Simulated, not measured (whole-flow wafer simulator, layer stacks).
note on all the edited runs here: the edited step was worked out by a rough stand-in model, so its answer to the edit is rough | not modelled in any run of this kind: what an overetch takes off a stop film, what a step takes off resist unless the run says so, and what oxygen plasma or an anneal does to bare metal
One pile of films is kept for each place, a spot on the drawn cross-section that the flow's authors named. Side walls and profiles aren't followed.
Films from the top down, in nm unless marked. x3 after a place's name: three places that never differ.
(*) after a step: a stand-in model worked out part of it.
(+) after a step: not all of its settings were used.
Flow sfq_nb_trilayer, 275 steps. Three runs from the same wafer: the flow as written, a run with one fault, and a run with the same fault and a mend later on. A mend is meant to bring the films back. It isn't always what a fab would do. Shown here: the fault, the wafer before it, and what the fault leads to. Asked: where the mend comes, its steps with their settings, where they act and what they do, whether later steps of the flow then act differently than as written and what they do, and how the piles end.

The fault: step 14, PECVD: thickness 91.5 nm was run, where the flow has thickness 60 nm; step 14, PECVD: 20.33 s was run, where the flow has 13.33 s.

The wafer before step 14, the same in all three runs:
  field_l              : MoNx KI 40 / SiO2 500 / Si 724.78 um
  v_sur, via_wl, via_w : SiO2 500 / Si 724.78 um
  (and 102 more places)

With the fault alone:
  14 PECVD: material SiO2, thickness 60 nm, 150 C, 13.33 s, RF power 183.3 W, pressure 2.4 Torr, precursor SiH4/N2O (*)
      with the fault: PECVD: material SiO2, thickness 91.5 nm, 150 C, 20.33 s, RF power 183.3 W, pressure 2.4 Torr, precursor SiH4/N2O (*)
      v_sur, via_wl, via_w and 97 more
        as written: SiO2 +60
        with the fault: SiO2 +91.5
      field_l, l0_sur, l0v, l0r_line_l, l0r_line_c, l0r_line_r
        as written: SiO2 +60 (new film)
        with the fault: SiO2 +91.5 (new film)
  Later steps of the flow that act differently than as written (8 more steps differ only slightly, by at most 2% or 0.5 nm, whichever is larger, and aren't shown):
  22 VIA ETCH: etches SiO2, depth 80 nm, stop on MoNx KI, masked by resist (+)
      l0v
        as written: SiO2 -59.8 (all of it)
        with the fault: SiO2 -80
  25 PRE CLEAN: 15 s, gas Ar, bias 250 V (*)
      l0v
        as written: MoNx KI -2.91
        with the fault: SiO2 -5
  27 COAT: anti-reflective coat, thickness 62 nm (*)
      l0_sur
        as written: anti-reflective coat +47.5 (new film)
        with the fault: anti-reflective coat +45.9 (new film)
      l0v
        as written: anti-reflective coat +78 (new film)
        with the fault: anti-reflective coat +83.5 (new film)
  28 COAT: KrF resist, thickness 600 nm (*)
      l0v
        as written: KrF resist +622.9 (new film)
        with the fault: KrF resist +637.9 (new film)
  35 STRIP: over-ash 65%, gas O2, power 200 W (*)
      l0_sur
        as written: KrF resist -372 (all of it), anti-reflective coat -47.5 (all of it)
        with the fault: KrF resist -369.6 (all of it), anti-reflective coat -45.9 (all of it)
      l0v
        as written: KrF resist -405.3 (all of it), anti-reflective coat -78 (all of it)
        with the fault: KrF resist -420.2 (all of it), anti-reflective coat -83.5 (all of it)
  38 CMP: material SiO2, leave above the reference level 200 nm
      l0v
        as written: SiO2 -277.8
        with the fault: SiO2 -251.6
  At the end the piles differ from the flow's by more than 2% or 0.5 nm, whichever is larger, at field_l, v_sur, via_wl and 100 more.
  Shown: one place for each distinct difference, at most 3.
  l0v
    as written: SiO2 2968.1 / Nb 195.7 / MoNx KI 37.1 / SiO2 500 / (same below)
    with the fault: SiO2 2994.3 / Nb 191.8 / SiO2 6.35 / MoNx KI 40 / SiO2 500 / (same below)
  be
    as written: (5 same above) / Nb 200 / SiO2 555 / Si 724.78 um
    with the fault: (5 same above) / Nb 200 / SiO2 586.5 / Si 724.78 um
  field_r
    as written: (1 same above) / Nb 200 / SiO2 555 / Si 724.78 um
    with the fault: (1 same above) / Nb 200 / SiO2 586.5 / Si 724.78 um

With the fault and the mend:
  The mend comes after step 20.
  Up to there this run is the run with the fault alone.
  20a STRIP: over-ash 65%, gas O2, power 200 W (*)
      p4_fl x3, p4_w1 x9, p4_g1 x2 and 59 more
        KrF resist -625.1 (all of it), anti-reflective coat -62 (all of it)
      ce_l, c5j, ce_r, sp_r, be_r, r_sur
        KrF resist -632 (all of it), anti-reflective coat -63.7 (all of it)
      gap, jj_sur, res
        KrF resist -632.1 (all of it), anti-reflective coat -63.7 (all of it)
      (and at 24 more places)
  20b VIA ETCH: etches SiO2, depth 31.5 nm
      field_l, v_sur, via_wl and 103 more
        SiO2 -31.5
  20c COAT: anti-reflective coat, thickness 62 nm (*) (the flow's step 15 once more)
      p4_fl x3, p4_w1 x9, p4_g1 x2 and 59 more
        anti-reflective coat +62 (new film)
      be_sur, gap, jj_sur and 8 more
        anti-reflective coat +63.7 (new film)
      wire, be, moat, field_r
        anti-reflective coat +63.8 (new film)
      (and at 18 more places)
  20d COAT: KrF resist, thickness 650 nm (*) (the flow's step 16 once more)
      p4_fl x3, p4_w1 x9, p4_g1 x2 and 59 more
        KrF resist +650 (new film)
      ce_l, c5j, ce_r, sp_r, be_r
        KrF resist +656.9 (new film)
      gap, jj_sur, r_sur, res
        KrF resist +657 (new film)
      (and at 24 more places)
  20e SOFTBAKE: KrF resist (the flow's step 17 once more)
      changes no film at any place that is followed
  20f EXPOSE: photomask L0V, dose 12.41 mJ/cm2, NA 0.6, wavelength 248 nm (*) (the flow's step 18 once more)
      changes no film at any place that is followed
  20g PEB: KrF resist, 90 s (the flow's step 19 once more)
      p4_fl x3, p4_w1 x9, p4_g1 x2 and 59 more
        KrF resist -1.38
      via_v, wire, be and 15 more
        KrF resist -1.39
      v_sur, via_w, via_wr, via_sp, lsp_m, ln_m6, lsp_r
        KrF resist -1.4
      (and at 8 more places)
  20h DEVELOP: KrF resist, thickness 650 nm, 60 s (the flow's step 20 once more)
      field_l, v_sur, via_wl and 102 more
        KrF resist -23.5
      l0v
        KrF resist -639 (all of it)
  No later step of the flow acts differently than as written, at any place that is followed, by more than 2% or 0.5 nm, whichever is larger.
  At the end the piles are the same as the flow's at every place that both follow.
